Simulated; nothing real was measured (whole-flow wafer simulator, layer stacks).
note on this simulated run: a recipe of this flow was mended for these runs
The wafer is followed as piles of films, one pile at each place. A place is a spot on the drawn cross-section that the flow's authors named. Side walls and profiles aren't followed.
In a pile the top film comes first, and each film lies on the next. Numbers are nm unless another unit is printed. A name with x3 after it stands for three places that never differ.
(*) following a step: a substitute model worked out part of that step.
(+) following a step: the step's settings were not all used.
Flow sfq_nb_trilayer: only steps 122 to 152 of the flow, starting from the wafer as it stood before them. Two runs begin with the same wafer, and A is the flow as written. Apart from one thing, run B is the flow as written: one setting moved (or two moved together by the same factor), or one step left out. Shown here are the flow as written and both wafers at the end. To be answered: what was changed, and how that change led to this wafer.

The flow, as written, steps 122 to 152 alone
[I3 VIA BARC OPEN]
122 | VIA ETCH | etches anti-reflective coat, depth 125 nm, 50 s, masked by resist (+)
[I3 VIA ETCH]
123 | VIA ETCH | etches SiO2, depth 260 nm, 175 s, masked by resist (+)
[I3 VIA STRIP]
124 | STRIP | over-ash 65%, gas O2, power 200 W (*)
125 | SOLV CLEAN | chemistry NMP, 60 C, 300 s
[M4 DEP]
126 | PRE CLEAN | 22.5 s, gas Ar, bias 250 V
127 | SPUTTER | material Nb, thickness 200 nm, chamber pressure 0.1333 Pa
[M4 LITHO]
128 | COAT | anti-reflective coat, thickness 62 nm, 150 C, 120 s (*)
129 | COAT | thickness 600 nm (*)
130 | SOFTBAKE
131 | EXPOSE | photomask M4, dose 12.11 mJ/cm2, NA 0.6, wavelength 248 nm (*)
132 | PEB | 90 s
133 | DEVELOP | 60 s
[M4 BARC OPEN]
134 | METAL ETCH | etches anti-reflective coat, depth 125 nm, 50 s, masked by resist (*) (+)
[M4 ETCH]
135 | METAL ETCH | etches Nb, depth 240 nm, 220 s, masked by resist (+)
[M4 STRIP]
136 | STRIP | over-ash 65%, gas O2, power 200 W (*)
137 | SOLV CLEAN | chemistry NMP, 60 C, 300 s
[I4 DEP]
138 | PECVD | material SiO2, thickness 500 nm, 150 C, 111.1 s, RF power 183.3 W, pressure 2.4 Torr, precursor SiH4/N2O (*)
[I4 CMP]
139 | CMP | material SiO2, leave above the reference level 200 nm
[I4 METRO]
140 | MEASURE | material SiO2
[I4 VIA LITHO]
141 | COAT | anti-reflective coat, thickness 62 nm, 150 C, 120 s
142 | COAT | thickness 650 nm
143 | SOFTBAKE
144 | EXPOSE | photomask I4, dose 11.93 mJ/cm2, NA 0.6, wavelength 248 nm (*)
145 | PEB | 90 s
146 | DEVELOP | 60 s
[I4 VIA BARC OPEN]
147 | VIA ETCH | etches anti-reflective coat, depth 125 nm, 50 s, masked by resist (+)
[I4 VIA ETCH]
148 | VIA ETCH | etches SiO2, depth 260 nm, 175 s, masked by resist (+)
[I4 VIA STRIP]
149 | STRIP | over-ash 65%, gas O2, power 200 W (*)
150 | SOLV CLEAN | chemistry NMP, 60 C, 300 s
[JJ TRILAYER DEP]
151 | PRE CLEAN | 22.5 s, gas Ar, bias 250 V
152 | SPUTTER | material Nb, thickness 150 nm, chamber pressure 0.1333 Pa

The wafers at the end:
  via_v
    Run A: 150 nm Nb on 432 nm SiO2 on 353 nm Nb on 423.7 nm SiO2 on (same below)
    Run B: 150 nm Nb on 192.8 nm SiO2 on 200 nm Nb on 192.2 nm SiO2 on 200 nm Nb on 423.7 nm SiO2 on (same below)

The reason: step 123, VIA ETCH: etches SiO2, depth 260 nm, 175 s, masked by resist (+), was not run.

Step by step, how the change led to this:
  124 | STRIP | over-ash 65%, gas O2, power 200 W (*)
      field_l, v_sur, via_wl and 102 more: A -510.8 KrF-resist-other-grade (all of it), -62 anti-reflective coat (all of it) | B -555.7 KrF-resist-other-grade (all of it), -62 anti-reflective coat (all of it)
  126 | PRE CLEAN | 22.5 s, gas Ar, bias 250 V
      via_v: A -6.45 Nb | B -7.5 SiO2
  127 | SPUTTER | material Nb, thickness 200 nm, chamber pressure 0.1333 Pa
      via_v: A +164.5 Nb | B +200 Nb (new film)
  128 | COAT | anti-reflective coat, thickness 62 nm, 150 C, 120 s (*)
      v_sur: A +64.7 anti-reflective coat (new film) | B +62 anti-reflective coat (new film)
      via_wl: A +67.6 anti-reflective coat (new film) | B +62 anti-reflective coat (new film)
      (and at 8 other places as well)
  129 | COAT | thickness 600 nm (*)
      via_w: A +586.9 KrF-resist-other-grade (new film) | B +600 KrF-resist-other-grade (new film)
      via_wr: A +583.9 KrF-resist-other-grade (new film) | B +600 KrF-resist-other-grade (new film)
      (and at 2 other places as well)
  133 | DEVELOP | 60 s
      be: A -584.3 KrF-resist-other-grade (all of it) | B -598.7 KrF-resist-other-grade (all of it)
  134 | METAL ETCH | etches anti-reflective coat, depth 125 nm, 50 s, masked by resist (*) (+)
      be: A -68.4 anti-reflective coat (all of it) | B -62 anti-reflective coat (all of it)
      be_sur: A -70.3 anti-reflective coat (all of it) | B -62 anti-reflective coat (all of it)
      (and at 1 other place as well)
  136 | STRIP | over-ash 65%, gas O2, power 200 W (*)
      v_sur: A -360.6 KrF-resist-other-grade (all of it), -64.7 anti-reflective coat (all of it) | B -364.6 KrF-resist-other-grade (all of it), -62 anti-reflective coat (all of it)
      via_wl: A -357.4 KrF-resist-other-grade (all of it), -67.6 anti-reflective coat (all of it) | B -364.6 KrF-resist-other-grade (all of it), -62 anti-reflective coat (all of it)
      (and at 5 other places as well)
  138 | PECVD | material SiO2, thickness 500 nm, 150 C, 111.1 s, RF power 183.3 W, pressure 2.4 Torr, precursor SiH4/N2O (*)
      via_v: A +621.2 SiO2 (new film) | B +500 SiO2 (new film)
  139 | CMP | material SiO2, leave above the reference level 200 nm
      via_v: A -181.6 SiO2 | B -299.7 SiO2
If metal films that touch count as one body, via_v has 5 bodies (between them, from the top down: SiO2 192.8; SiO2 192.2; SiO2 423.7; SiO2 192.5); the flow as written gives 4 bodies (between them, from the top down: SiO2 432; SiO2 423.7; SiO2 192.5).
